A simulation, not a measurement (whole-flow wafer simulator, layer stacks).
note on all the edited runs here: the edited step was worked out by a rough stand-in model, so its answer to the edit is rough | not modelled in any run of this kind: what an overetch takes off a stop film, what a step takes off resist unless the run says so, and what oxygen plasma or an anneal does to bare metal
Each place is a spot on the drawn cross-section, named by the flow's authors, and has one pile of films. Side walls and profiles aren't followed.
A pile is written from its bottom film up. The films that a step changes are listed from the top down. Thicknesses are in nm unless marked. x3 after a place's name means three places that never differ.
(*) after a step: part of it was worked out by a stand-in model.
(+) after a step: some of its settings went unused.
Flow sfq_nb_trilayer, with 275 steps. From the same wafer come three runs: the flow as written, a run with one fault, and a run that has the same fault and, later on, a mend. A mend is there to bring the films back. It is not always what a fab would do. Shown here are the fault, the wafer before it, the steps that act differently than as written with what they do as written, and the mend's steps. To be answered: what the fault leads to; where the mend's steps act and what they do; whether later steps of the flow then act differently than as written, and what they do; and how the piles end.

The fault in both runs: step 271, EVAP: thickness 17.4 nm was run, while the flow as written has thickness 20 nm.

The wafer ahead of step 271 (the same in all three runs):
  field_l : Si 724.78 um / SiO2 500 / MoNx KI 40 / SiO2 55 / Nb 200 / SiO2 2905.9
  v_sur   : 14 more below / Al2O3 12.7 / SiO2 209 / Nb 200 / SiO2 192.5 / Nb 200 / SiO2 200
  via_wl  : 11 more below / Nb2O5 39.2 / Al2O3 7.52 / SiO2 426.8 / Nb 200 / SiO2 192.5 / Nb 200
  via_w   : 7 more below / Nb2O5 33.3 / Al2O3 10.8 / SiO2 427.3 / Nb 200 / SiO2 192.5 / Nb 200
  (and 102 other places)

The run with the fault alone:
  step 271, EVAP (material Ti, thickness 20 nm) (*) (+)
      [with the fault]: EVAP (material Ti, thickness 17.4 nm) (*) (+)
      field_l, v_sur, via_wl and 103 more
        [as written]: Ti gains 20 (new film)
        [with the fault]: Ti gains 17.4 (new film)
  Later steps of the flow acting differently than as written:
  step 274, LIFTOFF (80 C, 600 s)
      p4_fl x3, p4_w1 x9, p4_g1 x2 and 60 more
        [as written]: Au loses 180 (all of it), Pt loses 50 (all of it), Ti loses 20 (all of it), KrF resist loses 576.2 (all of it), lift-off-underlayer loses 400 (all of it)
        [with the fault]: Au loses 180 (all of it), Pt loses 50 (all of it), Ti loses 17.4 (all of it), KrF resist loses 576.2 (all of it), lift-off-underlayer loses 400 (all of it)
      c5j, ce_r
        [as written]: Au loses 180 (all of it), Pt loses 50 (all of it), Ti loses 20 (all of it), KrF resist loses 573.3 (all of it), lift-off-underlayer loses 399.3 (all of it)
        [with the fault]: Au loses 180 (all of it), Pt loses 50 (all of it), Ti loses 17.4 (all of it), KrF resist loses 573.3 (all of it), lift-off-underlayer loses 399.3 (all of it)
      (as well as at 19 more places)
  The piles end different from the flow's at field_l, v_sur, via_wl and 8 more by more than 2% or 0.5 nm, whichever is larger.
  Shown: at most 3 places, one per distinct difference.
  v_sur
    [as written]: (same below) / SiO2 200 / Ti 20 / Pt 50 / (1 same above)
    [with the fault]: (same below) / SiO2 200 / Ti 17.4 / Pt 50 / (1 same above)
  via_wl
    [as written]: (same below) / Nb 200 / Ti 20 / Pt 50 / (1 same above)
    [with the fault]: (same below) / Nb 200 / Ti 17.4 / Pt 50 / (1 same above)
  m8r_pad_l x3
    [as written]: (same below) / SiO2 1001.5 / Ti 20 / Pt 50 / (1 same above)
    [with the fault]: (same below) / SiO2 1001.5 / Ti 17.4 / Pt 50 / (1 same above)

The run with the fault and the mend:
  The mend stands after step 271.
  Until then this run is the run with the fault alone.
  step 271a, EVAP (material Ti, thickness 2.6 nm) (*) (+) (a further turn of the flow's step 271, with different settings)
      field_l, v_sur, via_wl and 103 more
        Ti gains 2.6
  Every later step of the flow that is run acts as written at every place that is followed.
  The piles end the same as the flow's at every place that both follow.
